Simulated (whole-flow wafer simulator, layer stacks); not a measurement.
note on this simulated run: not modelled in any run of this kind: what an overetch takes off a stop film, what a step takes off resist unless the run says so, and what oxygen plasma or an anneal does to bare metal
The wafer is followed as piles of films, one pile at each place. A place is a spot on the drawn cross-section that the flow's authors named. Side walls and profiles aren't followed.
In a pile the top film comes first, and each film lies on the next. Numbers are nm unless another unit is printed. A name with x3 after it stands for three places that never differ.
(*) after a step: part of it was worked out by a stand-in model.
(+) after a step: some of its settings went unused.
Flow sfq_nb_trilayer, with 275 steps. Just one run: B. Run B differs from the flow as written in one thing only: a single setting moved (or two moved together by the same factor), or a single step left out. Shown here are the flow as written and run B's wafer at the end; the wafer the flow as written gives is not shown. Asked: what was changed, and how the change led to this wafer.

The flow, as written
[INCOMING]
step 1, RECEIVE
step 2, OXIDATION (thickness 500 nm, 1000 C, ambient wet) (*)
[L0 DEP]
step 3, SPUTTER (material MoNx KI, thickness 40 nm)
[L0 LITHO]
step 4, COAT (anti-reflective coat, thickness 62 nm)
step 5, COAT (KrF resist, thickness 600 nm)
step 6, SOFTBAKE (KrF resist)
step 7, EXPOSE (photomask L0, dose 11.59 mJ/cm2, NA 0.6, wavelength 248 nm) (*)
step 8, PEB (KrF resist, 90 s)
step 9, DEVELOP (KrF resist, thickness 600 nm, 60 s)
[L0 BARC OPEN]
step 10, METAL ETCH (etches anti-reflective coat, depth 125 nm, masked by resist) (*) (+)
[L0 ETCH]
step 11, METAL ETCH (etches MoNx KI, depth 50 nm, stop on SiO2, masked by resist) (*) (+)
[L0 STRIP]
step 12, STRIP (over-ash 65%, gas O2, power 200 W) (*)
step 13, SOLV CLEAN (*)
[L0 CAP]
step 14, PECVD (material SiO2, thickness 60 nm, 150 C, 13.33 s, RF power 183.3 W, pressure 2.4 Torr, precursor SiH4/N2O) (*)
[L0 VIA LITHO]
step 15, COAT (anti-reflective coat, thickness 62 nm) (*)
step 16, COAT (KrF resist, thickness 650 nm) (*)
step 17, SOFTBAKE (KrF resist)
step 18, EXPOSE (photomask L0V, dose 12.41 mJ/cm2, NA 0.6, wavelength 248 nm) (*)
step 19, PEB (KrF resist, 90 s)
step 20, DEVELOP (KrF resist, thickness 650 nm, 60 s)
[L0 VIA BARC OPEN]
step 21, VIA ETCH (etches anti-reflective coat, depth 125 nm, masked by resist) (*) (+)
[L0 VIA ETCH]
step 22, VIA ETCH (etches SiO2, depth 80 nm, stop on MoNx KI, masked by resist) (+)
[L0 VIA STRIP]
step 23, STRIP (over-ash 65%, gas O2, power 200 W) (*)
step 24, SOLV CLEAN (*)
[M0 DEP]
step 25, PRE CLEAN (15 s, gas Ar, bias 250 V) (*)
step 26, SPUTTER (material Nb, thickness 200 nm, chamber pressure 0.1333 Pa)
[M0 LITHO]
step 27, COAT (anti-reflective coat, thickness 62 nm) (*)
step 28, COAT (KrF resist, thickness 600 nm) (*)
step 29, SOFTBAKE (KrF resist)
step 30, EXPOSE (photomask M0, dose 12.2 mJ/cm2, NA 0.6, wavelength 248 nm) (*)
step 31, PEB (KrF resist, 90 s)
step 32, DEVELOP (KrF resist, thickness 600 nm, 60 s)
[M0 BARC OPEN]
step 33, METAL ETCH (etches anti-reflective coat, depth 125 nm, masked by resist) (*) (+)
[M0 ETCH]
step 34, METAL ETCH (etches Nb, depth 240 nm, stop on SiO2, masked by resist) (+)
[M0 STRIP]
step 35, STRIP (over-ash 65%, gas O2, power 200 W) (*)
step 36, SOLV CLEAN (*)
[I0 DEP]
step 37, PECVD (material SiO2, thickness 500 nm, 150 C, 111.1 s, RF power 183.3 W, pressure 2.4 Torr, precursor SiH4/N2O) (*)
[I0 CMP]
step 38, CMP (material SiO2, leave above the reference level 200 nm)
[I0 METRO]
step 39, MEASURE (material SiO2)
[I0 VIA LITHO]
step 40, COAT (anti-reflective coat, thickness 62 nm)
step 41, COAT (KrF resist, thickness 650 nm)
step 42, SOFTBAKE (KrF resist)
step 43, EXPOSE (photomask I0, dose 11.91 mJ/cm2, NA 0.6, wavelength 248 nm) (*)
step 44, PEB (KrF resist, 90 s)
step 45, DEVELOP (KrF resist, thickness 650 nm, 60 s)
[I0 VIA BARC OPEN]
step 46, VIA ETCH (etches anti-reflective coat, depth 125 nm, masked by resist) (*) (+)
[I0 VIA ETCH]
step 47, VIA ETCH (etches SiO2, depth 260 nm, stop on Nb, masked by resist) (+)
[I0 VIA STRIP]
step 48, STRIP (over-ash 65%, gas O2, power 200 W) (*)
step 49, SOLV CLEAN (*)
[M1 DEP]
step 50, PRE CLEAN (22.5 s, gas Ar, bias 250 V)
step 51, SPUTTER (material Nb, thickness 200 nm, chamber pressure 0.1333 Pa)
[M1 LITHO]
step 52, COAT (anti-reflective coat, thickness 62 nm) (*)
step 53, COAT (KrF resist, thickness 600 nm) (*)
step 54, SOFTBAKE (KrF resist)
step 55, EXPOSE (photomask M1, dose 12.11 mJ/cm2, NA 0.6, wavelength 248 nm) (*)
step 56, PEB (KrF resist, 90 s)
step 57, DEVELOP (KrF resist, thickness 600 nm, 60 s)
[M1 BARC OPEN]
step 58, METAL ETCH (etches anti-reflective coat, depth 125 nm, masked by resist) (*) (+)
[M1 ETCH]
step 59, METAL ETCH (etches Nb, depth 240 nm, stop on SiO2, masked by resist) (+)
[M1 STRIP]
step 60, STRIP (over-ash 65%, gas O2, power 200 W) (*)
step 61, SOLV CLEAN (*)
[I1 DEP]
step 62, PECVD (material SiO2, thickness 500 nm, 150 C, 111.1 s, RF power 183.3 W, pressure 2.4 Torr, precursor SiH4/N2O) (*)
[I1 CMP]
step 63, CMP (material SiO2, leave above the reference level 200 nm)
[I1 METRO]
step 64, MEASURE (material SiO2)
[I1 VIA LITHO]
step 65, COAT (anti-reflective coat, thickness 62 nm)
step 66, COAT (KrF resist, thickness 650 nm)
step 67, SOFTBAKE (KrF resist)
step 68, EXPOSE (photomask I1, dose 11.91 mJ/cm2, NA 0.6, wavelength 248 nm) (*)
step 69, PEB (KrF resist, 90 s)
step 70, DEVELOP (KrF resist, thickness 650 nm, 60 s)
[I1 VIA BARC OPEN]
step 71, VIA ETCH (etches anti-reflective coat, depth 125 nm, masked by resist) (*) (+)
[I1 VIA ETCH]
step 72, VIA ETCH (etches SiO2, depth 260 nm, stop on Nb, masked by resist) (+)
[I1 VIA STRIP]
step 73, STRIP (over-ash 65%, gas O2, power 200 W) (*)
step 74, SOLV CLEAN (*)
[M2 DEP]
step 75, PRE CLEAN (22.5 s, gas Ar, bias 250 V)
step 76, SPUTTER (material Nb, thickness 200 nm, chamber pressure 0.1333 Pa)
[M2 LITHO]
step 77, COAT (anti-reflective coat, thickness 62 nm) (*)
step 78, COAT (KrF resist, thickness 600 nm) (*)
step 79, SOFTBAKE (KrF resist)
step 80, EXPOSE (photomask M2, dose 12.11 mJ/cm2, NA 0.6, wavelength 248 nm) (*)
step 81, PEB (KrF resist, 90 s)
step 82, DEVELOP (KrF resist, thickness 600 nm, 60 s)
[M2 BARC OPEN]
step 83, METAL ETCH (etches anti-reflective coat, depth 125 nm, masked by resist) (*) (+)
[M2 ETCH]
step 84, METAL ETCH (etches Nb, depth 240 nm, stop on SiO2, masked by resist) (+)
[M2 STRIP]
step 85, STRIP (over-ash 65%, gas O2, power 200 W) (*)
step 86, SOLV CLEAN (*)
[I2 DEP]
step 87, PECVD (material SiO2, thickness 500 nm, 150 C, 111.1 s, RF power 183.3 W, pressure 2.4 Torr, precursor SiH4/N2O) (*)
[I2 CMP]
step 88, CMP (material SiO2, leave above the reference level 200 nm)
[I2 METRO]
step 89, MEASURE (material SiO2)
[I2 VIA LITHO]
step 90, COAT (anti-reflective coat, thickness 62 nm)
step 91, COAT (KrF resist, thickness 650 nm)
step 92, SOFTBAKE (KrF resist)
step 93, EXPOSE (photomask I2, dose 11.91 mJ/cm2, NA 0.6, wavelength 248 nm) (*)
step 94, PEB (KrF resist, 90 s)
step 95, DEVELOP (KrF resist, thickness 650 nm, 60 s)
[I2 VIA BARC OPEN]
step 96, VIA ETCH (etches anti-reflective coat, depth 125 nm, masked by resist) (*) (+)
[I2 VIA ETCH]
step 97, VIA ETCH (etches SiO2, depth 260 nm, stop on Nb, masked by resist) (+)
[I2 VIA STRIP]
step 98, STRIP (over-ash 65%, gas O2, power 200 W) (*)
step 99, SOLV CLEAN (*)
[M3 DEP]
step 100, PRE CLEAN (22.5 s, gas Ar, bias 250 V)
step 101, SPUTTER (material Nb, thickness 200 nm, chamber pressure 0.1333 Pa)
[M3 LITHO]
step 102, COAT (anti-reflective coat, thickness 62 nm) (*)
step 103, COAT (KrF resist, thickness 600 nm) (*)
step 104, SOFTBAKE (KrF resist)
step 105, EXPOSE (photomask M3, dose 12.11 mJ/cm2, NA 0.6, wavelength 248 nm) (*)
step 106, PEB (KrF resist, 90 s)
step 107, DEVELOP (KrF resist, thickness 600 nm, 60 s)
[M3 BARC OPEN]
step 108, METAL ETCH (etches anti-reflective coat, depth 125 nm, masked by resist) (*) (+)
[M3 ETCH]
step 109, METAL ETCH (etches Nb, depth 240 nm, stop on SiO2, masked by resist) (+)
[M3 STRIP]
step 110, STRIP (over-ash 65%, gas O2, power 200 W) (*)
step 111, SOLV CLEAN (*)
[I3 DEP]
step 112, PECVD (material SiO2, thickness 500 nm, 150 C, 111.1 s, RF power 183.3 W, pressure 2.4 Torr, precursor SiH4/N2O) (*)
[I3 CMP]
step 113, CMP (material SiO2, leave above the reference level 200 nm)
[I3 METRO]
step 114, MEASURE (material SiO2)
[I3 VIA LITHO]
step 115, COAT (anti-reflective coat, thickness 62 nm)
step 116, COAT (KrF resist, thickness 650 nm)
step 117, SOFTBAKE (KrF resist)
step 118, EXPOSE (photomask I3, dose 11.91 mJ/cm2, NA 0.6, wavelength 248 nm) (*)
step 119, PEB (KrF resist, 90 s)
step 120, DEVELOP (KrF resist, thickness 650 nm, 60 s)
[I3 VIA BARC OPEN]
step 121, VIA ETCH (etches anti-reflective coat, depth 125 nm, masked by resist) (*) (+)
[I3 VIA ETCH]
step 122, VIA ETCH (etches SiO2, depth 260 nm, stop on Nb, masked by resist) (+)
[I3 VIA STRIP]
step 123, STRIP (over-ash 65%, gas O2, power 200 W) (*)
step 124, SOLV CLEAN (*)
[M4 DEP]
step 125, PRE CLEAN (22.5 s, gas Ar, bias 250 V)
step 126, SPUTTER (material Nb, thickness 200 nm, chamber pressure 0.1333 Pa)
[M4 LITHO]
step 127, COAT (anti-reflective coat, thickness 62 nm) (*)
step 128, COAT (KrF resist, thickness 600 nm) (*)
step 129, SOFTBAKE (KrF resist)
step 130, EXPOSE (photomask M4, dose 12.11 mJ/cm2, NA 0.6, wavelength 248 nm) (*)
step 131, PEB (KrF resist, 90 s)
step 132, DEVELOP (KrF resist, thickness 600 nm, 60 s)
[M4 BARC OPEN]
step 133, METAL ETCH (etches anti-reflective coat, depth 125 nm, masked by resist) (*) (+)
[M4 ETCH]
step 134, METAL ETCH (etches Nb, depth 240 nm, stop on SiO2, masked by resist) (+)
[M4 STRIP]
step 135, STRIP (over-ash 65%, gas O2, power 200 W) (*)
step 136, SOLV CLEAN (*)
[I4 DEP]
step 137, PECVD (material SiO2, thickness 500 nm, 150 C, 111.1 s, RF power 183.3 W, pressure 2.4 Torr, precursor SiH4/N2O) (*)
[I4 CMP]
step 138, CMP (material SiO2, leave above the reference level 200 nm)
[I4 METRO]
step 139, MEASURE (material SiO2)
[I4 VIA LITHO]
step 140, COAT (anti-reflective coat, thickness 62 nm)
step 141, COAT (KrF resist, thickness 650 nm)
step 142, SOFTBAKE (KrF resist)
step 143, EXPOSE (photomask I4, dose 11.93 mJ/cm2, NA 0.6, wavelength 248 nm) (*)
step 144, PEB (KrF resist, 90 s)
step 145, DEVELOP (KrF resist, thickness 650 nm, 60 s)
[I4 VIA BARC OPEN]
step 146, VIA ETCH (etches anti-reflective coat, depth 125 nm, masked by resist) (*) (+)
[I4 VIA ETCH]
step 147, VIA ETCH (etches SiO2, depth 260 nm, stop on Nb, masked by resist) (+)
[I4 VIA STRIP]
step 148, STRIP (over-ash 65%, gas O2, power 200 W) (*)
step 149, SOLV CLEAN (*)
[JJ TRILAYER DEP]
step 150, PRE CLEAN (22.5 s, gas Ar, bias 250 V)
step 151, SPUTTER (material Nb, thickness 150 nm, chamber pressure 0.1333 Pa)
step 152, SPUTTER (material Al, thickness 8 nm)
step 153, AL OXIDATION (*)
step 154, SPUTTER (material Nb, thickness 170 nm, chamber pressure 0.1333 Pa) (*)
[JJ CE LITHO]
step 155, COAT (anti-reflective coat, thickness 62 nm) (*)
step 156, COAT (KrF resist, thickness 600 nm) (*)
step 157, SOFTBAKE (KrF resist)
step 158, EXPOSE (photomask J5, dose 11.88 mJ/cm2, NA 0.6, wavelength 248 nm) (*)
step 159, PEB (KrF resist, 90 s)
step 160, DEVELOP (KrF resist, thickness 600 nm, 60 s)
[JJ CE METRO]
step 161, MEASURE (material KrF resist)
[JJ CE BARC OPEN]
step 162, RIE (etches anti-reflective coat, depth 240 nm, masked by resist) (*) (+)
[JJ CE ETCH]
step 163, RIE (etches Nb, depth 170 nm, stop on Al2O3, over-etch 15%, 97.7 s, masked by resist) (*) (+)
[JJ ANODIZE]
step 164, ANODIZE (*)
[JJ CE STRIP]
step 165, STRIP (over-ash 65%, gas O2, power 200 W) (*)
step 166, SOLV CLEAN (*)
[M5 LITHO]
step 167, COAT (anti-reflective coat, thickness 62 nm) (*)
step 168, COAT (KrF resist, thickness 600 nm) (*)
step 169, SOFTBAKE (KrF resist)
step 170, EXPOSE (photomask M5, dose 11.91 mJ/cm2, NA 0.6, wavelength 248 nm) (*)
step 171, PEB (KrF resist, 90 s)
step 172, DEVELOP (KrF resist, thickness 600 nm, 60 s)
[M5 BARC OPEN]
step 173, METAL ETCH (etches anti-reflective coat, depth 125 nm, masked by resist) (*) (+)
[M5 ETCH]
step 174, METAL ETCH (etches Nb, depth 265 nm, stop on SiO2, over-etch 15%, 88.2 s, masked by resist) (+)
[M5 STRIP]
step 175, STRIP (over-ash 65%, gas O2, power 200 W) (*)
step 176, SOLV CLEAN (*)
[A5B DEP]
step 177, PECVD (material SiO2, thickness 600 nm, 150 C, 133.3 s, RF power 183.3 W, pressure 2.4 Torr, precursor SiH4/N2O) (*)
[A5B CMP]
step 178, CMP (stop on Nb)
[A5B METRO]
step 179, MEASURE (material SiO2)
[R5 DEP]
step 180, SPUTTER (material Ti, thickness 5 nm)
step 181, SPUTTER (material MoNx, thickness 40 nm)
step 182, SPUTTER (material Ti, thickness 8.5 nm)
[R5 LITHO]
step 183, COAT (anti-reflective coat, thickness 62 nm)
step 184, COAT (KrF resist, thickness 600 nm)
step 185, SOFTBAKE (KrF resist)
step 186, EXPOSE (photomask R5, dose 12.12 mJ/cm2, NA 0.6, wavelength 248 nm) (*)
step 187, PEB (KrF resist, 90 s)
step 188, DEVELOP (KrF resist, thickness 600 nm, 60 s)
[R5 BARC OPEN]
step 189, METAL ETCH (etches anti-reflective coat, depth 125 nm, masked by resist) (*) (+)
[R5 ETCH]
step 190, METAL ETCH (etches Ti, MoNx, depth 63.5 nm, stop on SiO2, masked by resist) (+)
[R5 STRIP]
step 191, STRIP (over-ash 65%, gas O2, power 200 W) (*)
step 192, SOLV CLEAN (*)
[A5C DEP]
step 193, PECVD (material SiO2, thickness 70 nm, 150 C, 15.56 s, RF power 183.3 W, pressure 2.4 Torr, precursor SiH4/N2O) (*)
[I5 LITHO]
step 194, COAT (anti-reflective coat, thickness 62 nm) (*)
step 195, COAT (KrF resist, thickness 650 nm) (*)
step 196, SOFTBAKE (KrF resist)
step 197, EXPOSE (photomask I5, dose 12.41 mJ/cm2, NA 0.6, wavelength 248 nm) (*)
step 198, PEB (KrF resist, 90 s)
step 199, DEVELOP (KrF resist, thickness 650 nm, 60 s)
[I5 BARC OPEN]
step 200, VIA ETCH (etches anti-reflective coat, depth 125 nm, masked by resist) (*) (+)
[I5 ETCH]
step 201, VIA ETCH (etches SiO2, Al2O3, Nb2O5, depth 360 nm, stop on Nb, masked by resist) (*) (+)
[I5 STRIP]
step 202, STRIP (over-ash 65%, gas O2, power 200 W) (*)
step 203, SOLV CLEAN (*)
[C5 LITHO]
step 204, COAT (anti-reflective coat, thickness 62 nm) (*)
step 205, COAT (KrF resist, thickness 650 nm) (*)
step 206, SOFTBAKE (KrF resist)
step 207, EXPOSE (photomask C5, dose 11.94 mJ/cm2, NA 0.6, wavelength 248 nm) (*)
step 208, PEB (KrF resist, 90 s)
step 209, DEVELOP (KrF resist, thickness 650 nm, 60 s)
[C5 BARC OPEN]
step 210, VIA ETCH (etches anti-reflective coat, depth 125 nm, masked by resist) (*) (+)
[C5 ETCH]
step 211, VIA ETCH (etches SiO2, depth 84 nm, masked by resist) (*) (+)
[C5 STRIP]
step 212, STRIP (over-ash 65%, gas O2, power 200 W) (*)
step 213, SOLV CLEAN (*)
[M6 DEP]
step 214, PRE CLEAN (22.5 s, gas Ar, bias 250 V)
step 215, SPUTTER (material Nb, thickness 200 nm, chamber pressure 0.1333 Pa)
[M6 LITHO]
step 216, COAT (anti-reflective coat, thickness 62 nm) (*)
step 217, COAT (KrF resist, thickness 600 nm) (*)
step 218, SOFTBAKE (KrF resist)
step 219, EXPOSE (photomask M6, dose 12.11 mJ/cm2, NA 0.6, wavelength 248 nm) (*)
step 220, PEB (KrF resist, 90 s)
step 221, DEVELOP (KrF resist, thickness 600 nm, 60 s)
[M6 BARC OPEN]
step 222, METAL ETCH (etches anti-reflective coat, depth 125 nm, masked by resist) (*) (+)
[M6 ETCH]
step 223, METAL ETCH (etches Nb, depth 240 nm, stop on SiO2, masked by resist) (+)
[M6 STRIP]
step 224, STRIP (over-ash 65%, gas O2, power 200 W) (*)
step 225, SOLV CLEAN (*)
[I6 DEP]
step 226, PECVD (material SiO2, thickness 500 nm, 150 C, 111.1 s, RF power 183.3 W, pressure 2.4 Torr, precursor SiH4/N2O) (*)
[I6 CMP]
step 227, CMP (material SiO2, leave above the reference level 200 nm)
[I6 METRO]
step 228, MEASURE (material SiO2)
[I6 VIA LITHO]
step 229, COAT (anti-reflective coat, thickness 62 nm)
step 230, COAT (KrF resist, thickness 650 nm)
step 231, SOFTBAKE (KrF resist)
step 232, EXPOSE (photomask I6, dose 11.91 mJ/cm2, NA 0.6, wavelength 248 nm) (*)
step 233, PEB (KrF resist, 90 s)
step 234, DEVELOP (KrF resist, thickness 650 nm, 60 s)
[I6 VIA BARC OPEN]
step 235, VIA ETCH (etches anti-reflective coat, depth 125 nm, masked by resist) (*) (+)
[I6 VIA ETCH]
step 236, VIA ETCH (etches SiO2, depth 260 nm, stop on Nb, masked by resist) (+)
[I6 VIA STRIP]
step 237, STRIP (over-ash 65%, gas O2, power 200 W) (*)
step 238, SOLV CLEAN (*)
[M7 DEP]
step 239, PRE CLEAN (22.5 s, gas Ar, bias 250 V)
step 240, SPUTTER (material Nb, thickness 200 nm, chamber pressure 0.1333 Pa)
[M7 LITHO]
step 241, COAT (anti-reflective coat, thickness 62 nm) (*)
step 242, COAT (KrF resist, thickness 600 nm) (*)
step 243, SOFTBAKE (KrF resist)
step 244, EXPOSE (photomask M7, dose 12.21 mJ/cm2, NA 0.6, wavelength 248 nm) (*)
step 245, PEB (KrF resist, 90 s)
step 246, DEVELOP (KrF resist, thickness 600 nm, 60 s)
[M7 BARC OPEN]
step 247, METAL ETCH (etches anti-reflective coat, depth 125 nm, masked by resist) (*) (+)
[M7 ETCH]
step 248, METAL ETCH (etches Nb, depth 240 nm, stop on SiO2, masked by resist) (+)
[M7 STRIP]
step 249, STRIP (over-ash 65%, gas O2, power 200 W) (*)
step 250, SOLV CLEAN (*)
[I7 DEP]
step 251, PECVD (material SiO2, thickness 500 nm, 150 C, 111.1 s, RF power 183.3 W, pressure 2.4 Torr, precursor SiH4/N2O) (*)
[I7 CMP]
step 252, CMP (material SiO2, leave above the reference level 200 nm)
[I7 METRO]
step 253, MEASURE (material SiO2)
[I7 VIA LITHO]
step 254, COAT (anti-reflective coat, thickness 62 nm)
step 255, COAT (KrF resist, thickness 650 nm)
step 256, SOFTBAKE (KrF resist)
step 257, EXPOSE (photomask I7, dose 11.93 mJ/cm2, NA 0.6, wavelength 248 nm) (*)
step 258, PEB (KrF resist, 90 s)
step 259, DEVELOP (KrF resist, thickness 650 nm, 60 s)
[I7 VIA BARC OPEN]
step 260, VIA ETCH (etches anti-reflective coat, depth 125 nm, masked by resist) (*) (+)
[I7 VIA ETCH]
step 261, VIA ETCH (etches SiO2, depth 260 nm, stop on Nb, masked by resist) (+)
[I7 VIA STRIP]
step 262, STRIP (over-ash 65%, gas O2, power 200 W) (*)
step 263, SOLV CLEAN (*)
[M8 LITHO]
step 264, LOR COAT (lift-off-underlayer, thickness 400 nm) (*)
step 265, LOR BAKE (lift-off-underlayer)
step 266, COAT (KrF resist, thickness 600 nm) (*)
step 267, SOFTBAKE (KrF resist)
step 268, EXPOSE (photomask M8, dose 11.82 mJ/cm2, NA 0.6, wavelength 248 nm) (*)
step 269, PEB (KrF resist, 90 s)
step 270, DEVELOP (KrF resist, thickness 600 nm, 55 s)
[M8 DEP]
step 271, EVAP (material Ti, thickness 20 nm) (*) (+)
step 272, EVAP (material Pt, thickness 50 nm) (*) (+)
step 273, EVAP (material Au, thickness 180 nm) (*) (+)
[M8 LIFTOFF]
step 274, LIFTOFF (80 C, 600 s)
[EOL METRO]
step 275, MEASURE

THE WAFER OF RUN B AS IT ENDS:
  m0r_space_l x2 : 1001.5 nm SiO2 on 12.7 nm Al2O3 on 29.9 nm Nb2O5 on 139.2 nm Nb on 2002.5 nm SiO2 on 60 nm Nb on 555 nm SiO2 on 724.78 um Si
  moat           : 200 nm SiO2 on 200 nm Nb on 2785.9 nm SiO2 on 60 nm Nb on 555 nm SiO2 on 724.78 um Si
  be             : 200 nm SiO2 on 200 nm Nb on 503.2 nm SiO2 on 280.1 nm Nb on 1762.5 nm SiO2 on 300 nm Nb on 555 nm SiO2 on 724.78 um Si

Cause: step 26, SPUTTER: thickness 300 nm was run, while the flow as written has thickness 200 nm.
The wafer itself shows it: be has Nb 300, and step 26 as written asks for 200 nm.

How this came from the change, step by step:
  step 26, SPUTTER (material Nb, thickness 200 nm, chamber pressure 0.1333 Pa)
      field_l, v_sur, via_wl and 102 more: +300 Nb (new film) (in the flow as written it would be: +200 Nb (new film))
      l0v: +296 Nb (new film) (in the flow as written it would be: +195.7 Nb (new film))
  step 34, METAL ETCH (etches Nb, depth 240 nm, stop on SiO2, masked by resist) (+)
      moat, m0r_space_l x2: -240 Nb (in the flow as written it would be: -200 Nb (all of it))
  step 37, PECVD (material SiO2, thickness 500 nm, 150 C, 111.1 s, RF power 183.3 W, pressure 2.4 Torr, precursor SiH4/N2O) (*)
      moat, m0r_space_l x2: +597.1 SiO2 (new film) (in the flow as written it would be: +557.1 SiO2)
With metal films that touch counted as one body, m0r_space_l x2 has 2 bodies (between them, from the top down: SiO2 2002.5); the flow as written gives 1 body.
With metal films that touch counted as one body, moat has 2 bodies (between them, from the top down: SiO2 2785.9); the flow as written gives 1 body.
